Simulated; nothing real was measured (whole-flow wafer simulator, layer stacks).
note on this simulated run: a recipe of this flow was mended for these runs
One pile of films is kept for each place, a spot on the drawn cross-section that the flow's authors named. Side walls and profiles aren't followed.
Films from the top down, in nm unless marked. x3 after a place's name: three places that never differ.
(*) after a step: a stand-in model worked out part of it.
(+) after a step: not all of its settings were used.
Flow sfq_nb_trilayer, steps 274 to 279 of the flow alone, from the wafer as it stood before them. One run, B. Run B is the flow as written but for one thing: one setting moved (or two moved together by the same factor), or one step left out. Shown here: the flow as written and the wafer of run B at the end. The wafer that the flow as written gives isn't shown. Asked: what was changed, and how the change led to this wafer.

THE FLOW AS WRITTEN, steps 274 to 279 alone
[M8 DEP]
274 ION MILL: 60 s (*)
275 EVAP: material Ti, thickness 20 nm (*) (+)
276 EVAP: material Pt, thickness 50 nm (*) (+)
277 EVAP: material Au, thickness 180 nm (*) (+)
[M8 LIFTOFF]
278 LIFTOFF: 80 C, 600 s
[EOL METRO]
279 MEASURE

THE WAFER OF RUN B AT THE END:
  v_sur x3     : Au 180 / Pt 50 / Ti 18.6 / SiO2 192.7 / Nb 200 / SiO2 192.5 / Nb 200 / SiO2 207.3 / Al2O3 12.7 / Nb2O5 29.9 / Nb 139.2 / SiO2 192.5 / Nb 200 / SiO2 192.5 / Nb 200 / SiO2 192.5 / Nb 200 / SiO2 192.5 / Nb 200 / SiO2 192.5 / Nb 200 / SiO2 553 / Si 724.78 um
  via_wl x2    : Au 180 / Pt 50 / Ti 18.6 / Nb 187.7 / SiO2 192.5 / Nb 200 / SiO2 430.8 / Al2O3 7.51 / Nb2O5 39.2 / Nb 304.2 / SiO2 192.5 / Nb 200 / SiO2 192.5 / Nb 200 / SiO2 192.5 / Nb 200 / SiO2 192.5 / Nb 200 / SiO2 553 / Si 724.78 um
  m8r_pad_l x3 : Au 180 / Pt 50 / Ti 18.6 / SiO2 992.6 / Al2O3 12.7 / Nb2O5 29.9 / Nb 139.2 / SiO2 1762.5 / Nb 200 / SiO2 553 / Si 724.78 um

The cause: step 275, EVAP: thickness 18.6 nm was run, where the flow has thickness 20 nm.
It can be read off the wafer: v_sur x3 has Ti 18.6, and step 275 as written asks for 20 nm.

How the change led to this, step by step:
  275 EVAP: material Ti, thickness 20 nm (*) (+)
      field_l, v_sur x3, via_wl x2 and 100 more: Ti +18.6 (new film) (as written it would be: Ti +20 (new film))
  278 LIFTOFF: 80 C, 600 s
      p4_fl x5, p4_w1 x9, p3_s0 x11 and 49 more: Au -180 (all of it), Pt -50 (all of it), Ti -18.6 (all of it), KrF-resist-other-grade -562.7 (all of it), lift-off-underlayer -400 (all of it) (as written it would be: Au -180 (all of it), Pt -50 (all of it), Ti -20 (all of it), KrF-resist-other-grade -562.7 (all of it), lift-off-underlayer -400 (all of it))
      r_sur, res, r_end: Au -180 (all of it), Pt -50 (all of it), Ti -18.6 (all of it), KrF-resist-other-grade -559.9 (all of it), lift-off-underlayer -399.5 (all of it) (as written it would be: Au -180 (all of it), Pt -50 (all of it), Ti -20 (all of it), KrF-resist-other-grade -559.9 (all of it), lift-off-underlayer -399.5 (all of it))
      (and at 18 more places)
